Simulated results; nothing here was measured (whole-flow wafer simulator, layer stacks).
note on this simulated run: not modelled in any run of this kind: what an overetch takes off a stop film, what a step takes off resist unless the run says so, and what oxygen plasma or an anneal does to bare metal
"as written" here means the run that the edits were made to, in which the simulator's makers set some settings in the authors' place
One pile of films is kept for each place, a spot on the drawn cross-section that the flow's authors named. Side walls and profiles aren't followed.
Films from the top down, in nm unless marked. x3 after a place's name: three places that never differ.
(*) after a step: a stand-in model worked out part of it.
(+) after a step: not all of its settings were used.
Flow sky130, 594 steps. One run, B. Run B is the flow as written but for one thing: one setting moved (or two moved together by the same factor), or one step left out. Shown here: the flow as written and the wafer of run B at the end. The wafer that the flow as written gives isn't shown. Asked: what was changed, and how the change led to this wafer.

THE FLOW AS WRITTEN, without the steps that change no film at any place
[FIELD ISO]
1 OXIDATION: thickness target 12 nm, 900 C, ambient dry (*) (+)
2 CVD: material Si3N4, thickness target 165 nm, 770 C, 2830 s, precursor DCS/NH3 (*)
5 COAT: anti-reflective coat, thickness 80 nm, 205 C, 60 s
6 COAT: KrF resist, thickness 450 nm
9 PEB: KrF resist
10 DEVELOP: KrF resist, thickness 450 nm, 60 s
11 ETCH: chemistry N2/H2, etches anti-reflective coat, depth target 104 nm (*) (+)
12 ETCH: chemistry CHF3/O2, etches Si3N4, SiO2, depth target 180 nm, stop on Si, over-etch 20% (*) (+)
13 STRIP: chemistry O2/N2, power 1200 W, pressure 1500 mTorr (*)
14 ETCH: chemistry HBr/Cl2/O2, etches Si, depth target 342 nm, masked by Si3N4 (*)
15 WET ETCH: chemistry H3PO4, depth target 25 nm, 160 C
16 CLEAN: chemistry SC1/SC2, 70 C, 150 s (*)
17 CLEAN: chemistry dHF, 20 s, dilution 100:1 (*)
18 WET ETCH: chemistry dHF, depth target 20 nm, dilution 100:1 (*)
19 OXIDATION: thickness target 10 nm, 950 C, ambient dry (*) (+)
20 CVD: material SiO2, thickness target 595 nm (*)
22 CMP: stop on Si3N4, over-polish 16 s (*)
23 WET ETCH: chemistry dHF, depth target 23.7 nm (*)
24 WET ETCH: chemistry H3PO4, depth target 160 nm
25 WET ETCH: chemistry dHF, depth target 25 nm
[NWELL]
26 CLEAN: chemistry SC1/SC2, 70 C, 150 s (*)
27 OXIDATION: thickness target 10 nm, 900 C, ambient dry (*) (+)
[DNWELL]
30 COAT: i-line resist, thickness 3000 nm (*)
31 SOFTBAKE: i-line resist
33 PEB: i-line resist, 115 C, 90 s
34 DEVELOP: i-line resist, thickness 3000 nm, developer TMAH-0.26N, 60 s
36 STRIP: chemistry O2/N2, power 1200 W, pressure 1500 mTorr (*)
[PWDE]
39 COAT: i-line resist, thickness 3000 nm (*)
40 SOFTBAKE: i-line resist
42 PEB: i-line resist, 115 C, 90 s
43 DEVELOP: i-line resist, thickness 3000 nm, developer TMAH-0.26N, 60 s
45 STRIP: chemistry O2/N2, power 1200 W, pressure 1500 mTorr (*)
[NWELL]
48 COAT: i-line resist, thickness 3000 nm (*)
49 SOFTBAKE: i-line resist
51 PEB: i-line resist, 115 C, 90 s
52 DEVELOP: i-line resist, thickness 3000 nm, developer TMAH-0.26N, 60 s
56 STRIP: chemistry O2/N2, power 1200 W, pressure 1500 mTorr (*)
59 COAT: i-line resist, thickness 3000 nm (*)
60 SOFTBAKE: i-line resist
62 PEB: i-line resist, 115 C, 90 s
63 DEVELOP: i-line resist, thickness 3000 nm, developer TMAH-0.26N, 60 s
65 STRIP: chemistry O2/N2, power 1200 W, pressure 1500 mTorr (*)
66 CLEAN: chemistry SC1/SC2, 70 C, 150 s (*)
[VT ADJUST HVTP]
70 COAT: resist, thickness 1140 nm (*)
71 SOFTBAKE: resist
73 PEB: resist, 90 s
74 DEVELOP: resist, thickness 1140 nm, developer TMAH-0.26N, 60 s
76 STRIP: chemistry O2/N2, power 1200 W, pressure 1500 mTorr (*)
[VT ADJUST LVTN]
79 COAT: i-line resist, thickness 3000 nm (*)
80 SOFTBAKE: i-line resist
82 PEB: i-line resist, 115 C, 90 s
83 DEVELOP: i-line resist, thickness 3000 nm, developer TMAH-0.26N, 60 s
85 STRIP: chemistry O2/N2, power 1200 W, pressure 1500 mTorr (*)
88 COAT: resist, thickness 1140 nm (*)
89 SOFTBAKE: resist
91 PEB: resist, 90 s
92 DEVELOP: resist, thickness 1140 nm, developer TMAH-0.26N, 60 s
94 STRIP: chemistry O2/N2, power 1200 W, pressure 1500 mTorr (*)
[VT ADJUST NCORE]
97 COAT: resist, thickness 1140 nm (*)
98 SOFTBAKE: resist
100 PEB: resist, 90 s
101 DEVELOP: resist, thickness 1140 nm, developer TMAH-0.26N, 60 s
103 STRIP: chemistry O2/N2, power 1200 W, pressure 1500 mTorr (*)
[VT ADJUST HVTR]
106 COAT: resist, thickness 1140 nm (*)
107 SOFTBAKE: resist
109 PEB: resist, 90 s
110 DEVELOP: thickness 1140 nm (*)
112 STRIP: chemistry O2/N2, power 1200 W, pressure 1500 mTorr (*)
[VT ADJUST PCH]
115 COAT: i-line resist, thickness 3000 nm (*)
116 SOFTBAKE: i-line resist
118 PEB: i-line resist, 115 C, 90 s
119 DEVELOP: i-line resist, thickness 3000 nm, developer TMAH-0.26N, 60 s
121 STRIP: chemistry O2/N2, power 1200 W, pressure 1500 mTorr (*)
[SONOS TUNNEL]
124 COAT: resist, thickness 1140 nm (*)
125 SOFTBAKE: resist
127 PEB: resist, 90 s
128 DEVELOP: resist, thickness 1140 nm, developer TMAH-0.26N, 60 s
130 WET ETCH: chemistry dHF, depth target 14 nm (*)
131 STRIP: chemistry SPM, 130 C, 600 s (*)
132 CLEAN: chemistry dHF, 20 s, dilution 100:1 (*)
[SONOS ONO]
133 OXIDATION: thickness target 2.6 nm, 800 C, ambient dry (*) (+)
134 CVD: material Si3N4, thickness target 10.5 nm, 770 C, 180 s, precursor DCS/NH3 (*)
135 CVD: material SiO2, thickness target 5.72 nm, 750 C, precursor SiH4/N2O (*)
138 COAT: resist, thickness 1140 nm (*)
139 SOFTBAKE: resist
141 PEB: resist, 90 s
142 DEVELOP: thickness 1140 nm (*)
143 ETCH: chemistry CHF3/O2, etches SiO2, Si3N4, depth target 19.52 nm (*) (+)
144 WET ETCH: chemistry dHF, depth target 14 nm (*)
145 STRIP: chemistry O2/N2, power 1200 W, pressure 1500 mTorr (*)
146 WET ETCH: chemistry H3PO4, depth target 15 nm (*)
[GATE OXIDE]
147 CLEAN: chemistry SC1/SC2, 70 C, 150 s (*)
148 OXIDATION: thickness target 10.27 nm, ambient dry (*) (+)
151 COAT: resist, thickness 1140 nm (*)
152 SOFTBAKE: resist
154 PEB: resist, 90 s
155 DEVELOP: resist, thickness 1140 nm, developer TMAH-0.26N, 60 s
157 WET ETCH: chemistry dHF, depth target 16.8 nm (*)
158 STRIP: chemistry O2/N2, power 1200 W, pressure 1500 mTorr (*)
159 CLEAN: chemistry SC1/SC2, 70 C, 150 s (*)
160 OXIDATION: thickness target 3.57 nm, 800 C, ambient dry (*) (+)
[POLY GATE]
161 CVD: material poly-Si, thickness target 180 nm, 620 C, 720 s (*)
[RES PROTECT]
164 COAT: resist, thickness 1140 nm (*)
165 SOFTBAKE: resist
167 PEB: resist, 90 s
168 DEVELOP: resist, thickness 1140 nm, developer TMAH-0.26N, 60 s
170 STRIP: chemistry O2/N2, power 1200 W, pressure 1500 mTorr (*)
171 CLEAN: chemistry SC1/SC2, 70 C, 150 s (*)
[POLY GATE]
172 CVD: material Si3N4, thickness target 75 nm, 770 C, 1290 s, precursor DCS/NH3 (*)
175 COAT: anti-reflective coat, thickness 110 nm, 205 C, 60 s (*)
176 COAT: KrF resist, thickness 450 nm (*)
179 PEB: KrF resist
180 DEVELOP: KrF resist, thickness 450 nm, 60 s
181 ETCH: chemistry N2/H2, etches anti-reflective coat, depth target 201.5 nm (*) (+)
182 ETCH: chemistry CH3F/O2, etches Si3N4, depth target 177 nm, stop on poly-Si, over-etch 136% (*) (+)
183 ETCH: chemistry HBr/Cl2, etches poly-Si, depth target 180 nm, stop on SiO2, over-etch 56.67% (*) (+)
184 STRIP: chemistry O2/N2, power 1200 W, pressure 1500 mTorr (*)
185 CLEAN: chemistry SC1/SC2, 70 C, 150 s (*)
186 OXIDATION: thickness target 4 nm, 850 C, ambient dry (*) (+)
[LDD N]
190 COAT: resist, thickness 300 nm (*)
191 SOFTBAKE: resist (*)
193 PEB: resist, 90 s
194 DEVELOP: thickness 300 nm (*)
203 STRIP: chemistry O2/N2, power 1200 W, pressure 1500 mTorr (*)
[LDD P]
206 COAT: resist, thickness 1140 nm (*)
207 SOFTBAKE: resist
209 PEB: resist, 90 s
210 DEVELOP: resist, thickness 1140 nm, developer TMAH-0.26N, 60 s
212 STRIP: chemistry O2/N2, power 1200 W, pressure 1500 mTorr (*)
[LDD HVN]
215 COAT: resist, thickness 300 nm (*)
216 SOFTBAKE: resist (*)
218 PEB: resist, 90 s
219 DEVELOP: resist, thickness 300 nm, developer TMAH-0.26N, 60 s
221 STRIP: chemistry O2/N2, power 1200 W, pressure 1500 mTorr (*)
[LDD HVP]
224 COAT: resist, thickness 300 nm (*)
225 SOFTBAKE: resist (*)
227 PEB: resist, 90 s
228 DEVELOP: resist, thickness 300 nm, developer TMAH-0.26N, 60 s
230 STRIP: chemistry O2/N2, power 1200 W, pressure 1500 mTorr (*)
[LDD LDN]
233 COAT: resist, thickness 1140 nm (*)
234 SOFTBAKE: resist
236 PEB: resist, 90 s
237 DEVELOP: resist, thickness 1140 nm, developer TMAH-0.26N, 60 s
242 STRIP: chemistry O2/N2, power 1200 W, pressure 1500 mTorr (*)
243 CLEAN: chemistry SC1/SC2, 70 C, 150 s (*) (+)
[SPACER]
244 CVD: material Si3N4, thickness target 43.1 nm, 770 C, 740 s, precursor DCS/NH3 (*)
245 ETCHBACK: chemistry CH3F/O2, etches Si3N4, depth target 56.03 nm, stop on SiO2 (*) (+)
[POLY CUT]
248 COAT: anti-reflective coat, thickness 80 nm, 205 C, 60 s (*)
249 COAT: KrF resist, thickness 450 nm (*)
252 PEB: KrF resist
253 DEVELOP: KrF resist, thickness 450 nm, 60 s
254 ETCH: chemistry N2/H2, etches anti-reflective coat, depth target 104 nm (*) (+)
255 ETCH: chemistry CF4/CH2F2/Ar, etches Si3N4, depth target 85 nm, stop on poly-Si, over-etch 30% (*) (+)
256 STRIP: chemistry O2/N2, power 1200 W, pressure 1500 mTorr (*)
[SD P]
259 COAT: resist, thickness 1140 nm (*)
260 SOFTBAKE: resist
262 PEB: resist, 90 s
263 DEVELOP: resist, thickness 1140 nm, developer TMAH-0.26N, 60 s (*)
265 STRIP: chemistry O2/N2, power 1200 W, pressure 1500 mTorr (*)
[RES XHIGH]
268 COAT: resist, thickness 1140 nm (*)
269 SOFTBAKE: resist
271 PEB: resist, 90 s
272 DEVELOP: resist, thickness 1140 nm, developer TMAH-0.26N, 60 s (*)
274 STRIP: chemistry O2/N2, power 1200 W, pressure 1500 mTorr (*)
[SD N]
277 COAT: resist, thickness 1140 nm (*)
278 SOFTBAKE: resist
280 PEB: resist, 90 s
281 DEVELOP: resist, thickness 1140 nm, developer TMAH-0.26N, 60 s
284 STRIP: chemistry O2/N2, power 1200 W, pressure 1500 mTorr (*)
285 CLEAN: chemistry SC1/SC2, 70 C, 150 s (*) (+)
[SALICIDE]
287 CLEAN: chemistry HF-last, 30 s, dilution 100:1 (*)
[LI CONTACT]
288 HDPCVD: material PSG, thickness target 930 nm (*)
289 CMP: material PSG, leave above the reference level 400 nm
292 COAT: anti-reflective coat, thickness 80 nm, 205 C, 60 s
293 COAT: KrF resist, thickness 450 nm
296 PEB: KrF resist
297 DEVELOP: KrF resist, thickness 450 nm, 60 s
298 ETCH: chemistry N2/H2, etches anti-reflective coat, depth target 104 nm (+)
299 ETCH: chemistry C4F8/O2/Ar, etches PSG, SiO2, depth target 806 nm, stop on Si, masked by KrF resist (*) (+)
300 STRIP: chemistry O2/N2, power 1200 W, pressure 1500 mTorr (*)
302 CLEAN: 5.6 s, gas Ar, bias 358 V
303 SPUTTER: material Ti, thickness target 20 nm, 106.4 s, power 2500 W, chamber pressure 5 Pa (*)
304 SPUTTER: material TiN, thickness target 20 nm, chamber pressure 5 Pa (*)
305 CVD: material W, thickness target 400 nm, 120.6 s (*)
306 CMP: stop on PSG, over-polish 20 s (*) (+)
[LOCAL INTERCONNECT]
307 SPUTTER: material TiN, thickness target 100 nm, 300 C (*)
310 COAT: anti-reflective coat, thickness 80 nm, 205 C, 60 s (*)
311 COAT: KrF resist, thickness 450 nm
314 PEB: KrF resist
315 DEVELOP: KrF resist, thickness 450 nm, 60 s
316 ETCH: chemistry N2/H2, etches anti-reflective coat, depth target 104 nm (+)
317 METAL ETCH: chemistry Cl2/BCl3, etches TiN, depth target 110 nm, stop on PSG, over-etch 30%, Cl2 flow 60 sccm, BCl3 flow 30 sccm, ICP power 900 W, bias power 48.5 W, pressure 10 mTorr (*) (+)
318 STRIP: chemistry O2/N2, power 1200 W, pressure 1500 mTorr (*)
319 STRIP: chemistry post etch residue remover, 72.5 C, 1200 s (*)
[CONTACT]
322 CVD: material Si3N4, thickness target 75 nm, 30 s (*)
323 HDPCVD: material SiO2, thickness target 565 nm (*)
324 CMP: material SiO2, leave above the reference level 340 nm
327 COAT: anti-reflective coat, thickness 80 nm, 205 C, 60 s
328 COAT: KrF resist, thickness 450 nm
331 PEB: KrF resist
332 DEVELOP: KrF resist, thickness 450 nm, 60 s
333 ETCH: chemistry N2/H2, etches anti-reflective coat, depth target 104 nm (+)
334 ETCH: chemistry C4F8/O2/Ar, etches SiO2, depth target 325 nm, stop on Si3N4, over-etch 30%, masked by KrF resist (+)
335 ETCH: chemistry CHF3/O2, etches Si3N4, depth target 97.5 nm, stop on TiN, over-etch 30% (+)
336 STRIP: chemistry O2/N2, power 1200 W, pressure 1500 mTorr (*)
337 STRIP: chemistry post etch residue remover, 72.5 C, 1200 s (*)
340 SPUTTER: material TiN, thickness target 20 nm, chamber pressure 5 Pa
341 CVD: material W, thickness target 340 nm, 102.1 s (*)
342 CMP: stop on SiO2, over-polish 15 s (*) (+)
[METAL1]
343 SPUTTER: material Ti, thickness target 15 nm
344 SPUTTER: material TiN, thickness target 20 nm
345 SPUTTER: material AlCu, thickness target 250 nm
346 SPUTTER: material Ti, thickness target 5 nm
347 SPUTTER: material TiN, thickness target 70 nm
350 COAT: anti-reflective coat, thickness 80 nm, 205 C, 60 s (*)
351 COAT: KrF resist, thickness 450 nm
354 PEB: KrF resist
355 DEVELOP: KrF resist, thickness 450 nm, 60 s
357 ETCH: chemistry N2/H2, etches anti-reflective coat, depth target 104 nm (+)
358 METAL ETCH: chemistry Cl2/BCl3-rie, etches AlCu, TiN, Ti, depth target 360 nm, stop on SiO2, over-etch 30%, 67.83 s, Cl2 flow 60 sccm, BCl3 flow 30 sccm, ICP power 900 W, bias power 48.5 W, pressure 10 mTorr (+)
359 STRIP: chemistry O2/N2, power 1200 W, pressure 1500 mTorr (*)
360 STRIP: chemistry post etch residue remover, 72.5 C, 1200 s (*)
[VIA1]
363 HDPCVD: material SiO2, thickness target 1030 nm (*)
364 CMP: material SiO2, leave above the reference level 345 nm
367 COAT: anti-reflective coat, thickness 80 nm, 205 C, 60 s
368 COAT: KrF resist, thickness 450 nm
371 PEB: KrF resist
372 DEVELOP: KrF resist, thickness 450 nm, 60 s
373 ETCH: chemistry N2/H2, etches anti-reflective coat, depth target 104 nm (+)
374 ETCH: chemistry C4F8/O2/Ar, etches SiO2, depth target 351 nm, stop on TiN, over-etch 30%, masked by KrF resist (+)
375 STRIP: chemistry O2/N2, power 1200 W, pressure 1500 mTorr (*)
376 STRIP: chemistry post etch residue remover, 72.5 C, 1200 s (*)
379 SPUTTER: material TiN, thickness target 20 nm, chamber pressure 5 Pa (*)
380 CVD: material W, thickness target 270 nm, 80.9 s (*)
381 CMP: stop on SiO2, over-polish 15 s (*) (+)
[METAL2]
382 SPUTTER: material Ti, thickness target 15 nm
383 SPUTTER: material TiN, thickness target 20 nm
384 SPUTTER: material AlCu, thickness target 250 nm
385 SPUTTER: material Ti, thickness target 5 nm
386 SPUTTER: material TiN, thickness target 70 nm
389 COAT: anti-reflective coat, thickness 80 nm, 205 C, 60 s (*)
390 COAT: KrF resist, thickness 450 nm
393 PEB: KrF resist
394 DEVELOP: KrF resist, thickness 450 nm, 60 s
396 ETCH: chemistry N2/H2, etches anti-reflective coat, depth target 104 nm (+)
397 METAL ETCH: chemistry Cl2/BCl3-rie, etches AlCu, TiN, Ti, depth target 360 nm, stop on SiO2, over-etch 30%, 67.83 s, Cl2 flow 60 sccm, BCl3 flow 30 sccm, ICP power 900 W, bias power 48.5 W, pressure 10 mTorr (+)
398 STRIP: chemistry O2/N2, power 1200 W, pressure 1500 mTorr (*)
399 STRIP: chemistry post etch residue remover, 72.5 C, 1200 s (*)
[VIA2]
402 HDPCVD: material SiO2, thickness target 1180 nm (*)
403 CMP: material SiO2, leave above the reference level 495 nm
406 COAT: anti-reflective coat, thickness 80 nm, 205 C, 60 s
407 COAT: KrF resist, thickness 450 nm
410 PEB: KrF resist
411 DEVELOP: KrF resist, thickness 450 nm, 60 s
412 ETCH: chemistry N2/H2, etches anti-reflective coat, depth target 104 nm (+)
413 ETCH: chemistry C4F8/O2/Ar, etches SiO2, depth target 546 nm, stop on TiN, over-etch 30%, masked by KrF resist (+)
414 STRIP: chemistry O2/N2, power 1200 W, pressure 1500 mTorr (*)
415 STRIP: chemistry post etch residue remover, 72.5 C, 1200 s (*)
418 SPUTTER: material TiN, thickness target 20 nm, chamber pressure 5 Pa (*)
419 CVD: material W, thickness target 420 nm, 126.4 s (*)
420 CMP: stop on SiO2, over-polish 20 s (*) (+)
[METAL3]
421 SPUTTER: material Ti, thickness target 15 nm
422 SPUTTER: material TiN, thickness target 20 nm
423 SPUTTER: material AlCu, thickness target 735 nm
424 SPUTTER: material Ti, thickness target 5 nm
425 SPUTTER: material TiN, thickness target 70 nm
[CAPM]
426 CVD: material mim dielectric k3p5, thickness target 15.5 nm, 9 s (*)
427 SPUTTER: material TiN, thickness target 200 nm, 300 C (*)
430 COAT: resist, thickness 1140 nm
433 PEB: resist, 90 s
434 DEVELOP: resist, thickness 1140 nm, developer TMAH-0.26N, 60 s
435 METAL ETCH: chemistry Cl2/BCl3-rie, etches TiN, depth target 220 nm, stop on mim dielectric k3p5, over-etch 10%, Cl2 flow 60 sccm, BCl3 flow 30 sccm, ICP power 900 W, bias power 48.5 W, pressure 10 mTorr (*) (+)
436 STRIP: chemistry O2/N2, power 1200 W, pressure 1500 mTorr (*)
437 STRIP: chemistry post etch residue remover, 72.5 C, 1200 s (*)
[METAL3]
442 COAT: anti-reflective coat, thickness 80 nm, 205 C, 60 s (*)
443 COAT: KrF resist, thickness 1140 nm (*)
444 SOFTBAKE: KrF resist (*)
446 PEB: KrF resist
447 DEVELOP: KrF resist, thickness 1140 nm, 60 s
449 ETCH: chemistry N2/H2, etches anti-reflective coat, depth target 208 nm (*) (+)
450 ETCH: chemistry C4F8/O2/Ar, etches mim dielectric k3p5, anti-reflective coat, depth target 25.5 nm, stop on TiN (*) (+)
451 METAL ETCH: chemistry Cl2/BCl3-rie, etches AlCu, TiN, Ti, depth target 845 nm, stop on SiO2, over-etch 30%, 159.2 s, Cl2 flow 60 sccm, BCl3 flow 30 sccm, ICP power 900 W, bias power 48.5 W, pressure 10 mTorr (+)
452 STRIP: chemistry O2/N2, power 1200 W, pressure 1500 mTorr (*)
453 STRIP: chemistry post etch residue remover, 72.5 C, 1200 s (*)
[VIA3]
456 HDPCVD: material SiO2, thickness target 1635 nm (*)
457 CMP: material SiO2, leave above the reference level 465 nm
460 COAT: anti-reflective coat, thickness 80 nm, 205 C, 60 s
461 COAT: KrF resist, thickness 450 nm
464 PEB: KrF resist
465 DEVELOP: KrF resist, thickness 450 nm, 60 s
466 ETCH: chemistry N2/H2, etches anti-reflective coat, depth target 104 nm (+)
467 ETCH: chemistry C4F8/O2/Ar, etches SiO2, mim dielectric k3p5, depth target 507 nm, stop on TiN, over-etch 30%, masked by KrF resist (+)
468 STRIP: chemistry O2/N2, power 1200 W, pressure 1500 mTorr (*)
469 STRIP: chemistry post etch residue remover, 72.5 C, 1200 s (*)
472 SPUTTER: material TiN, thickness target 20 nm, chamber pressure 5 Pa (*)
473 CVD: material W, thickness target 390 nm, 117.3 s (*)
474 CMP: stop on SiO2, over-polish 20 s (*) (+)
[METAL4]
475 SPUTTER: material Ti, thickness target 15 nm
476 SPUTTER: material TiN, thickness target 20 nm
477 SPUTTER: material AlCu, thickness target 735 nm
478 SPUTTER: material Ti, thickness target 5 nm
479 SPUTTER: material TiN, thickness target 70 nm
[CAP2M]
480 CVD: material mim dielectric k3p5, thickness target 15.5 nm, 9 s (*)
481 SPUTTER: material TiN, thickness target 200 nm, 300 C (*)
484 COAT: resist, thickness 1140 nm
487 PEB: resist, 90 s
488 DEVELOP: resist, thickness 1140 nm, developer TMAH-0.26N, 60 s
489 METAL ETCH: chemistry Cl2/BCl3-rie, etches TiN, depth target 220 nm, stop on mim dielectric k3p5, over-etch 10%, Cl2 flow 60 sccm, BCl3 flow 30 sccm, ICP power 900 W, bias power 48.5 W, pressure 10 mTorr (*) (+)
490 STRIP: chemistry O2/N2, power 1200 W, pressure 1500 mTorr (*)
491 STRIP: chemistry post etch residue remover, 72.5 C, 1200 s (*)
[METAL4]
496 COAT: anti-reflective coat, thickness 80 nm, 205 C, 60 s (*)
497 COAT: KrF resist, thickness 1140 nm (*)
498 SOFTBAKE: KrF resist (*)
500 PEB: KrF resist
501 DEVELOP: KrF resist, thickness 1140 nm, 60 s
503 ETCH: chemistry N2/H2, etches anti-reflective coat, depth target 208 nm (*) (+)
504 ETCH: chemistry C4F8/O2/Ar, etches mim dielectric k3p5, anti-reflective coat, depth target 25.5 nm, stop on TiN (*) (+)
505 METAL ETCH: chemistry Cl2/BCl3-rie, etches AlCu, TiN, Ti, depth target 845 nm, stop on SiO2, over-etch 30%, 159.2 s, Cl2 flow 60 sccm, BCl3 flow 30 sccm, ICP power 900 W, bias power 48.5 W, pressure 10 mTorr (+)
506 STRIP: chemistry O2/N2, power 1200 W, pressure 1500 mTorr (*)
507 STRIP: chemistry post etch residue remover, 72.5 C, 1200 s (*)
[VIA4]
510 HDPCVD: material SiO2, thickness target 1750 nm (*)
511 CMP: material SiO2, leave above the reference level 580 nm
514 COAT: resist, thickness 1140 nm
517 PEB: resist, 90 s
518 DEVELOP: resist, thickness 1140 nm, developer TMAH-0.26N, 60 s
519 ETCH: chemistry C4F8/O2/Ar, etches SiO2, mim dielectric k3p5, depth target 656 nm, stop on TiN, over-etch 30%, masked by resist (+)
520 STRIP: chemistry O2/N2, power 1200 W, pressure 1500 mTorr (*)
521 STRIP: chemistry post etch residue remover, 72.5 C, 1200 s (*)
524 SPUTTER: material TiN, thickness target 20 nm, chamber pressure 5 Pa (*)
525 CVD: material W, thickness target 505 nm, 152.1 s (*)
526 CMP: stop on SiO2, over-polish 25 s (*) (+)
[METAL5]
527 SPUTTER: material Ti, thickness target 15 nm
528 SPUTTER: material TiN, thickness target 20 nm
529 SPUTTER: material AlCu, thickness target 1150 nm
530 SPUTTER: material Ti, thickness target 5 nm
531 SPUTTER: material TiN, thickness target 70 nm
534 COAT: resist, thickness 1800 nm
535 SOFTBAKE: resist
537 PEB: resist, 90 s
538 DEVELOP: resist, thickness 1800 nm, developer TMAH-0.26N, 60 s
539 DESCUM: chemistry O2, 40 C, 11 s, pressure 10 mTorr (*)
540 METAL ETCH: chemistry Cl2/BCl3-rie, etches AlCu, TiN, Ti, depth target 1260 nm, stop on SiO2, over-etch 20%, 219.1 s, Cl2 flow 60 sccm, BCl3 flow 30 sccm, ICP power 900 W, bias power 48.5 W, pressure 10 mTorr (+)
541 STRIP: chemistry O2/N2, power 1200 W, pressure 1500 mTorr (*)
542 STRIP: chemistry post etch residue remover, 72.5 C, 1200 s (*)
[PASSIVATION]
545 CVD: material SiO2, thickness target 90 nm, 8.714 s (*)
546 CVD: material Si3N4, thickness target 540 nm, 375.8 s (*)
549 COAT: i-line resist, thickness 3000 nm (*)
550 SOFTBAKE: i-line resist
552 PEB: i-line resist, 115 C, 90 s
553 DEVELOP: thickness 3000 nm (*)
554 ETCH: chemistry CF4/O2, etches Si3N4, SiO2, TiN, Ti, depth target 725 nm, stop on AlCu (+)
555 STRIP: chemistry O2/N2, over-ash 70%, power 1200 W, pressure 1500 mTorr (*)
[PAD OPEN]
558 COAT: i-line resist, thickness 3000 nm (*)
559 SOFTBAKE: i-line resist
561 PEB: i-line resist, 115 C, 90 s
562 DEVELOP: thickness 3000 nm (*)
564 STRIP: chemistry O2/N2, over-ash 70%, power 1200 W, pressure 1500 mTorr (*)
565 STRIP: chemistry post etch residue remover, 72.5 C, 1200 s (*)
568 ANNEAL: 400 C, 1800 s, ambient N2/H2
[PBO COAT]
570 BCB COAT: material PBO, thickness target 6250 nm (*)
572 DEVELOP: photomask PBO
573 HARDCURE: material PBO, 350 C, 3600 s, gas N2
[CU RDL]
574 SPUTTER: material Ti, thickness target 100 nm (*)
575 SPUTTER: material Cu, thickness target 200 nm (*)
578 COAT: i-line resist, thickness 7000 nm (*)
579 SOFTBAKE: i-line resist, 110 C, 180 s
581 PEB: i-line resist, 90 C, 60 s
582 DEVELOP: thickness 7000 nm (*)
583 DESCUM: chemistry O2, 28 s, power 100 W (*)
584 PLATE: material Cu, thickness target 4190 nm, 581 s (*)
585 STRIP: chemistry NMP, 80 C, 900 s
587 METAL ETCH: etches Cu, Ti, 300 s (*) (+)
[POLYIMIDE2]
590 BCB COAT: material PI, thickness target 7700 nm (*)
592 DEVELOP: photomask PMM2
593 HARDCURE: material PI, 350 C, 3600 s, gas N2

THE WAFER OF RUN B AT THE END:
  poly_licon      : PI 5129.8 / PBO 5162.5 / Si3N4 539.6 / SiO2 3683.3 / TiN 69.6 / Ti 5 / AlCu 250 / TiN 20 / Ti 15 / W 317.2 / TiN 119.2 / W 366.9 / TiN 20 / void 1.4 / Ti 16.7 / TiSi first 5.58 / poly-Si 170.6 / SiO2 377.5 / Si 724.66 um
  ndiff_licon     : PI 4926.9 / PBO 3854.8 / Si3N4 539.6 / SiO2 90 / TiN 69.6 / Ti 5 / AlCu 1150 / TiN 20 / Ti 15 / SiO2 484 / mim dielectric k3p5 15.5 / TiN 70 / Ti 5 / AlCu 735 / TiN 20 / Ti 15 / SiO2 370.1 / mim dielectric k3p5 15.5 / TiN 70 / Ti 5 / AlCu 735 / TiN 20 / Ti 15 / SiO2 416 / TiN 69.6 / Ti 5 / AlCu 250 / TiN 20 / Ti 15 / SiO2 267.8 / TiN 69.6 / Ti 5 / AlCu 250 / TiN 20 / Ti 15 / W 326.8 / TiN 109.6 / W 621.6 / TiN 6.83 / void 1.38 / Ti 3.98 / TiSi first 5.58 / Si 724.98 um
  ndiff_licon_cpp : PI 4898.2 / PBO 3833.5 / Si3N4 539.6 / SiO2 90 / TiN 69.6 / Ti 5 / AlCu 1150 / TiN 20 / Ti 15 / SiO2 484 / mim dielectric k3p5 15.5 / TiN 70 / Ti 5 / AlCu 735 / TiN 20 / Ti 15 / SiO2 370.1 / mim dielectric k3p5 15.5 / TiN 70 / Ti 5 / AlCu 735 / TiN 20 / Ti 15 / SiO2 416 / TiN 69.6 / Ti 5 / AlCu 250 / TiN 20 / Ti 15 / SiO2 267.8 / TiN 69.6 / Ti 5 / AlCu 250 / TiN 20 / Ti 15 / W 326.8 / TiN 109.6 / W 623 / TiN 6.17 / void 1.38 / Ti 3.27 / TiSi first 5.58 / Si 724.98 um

The cause: step 568, ANNEAL: 720 s was run, where the flow has 1800 s.

How the change led to this, step by step:
  568 ANNEAL: 400 C, 1800 s, ambient N2/H2
      poly_licon, rpo_hd_licon: under 11 films: void +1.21 (new film), Ti -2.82, TiSi first +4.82 (new film), poly-Si -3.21 (as written it would be: under 11 films: void +1.54 (new film), Ti -3.59, TiSi first +6.13 (new film), poly-Si -4.08)
      ndiff_licon, ndiff_licon_cpp: under 37 films: void +1.19 (new film), Ti -2.82, TiSi first +4.82 (new film), Si -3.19 (as written it would be: under 37 films: void +1.52 (new film), Ti -3.59, TiSi first +6.13 (new film), Si -4.07)
